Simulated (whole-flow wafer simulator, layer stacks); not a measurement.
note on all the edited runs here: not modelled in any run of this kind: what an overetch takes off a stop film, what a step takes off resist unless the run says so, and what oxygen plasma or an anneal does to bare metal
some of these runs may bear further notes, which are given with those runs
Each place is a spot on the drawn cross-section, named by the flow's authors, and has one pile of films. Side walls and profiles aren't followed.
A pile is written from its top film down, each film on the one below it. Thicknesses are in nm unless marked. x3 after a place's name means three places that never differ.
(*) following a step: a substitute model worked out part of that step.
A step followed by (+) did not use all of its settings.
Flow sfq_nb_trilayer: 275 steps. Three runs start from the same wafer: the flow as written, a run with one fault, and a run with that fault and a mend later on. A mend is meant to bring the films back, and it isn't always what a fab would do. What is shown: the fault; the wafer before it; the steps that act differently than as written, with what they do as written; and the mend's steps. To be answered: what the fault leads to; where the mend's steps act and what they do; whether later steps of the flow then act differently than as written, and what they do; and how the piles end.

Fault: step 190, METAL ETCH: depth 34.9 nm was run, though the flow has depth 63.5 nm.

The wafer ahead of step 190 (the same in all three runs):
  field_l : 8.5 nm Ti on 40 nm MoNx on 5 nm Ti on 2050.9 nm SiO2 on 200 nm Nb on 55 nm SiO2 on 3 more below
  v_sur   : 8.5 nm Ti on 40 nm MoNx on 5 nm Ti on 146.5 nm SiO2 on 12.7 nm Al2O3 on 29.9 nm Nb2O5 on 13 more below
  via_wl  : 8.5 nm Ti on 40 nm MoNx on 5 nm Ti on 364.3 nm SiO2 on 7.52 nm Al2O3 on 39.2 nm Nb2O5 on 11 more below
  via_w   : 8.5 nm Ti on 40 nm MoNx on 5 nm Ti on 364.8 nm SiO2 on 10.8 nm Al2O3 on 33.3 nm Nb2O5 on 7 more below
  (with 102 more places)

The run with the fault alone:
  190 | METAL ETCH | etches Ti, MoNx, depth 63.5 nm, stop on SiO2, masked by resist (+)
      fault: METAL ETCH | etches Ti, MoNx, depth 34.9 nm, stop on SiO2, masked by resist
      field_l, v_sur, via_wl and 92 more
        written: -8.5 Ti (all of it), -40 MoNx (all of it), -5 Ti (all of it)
        fault: -8.5 Ti (all of it), -26.4 MoNx
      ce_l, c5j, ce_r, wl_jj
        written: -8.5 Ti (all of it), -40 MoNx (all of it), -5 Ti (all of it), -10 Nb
        fault: -8.5 Ti (all of it), -26.4 MoNx
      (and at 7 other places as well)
  Later steps of the flow acting differently than as written (10 more steps, not shown, differ only slightly: by at most 2% or 0.5 nm, whichever is larger):
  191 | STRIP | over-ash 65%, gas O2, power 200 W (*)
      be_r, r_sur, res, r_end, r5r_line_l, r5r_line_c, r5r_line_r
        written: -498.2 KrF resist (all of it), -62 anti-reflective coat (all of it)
        fault: -509.6 KrF resist (all of it), -62 anti-reflective coat (all of it)
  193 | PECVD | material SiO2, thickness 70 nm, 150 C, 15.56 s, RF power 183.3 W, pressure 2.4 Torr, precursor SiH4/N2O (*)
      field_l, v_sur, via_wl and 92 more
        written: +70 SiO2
        fault: +70 SiO2 (new film)
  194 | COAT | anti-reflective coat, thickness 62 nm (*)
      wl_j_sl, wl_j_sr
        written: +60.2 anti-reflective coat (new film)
        fault: +62 anti-reflective coat (new film)
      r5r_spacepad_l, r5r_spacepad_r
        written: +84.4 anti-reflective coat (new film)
        fault: +76.4 anti-reflective coat (new film)
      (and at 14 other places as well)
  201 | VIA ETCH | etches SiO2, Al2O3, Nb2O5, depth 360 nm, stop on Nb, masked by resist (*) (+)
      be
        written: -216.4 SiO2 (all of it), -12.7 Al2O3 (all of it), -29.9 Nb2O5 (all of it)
        fault: -69.8 SiO2 (all of it), -13.6 MoNx (all of it), -5 Ti (all of it), -146.5 SiO2 (all of it), -12.7 Al2O3 (all of it), -29.9 Nb2O5 (all of it)
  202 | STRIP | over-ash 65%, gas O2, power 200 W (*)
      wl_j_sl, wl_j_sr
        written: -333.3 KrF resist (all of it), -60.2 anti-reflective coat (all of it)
        fault: -333.2 KrF resist (all of it), -62 anti-reflective coat (all of it)
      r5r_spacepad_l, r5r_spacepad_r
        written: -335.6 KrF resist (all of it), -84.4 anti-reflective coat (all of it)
        fault: -334.8 KrF resist (all of it), -76.4 anti-reflective coat (all of it)
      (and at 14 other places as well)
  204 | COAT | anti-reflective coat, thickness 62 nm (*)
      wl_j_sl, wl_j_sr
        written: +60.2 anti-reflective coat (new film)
        fault: +62 anti-reflective coat (new film)
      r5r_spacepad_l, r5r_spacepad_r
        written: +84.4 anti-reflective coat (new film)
        fault: +76.4 anti-reflective coat (new film)
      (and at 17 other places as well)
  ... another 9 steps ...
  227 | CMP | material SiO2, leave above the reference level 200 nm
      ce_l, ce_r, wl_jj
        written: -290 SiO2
        fault: -300 SiO2
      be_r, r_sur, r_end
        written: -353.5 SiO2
        fault: -334.9 SiO2
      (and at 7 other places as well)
  At field_l, v_sur, via_wl and 103 more, the piles at the end differ from the flow's by more than 2% or 0.5 nm, whichever is larger.
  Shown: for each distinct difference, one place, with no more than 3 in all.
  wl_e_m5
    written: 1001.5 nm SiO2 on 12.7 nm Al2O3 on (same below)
    fault: 855 nm SiO2 on 13.6 nm MoNx on 5 nm Ti on 146.5 nm SiO2 on 12.7 nm Al2O3 on (same below)
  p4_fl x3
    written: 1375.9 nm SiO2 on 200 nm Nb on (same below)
    fault: 855 nm SiO2 on 13.6 nm MoNx on 5 nm Ti on 520.9 nm SiO2 on 200 nm Nb on (same below)
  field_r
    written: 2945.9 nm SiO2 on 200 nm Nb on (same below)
    fault: 855 nm SiO2 on 13.6 nm MoNx on 5 nm Ti on 2090.9 nm SiO2 on 200 nm Nb on (same below)

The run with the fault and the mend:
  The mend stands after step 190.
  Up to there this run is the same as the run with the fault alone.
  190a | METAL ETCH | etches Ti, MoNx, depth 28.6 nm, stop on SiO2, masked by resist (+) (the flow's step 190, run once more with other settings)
      field_l, v_sur, via_wl and 92 more
        -13.6 MoNx (all of it), -5 Ti (all of it)
      be_r, r_sur, res, r_end, r5r_line_l, r5r_line_c, r5r_line_r
        -11.4 KrF resist
      ce_l, c5j, ce_r, wl_jj
        -13.6 MoNx (all of it), -5 Ti (all of it), -10 Nb
  Later steps of the flow that are run all act as written at every place that is followed.
  By the end, the piles equal the flow's at every place that both follow.
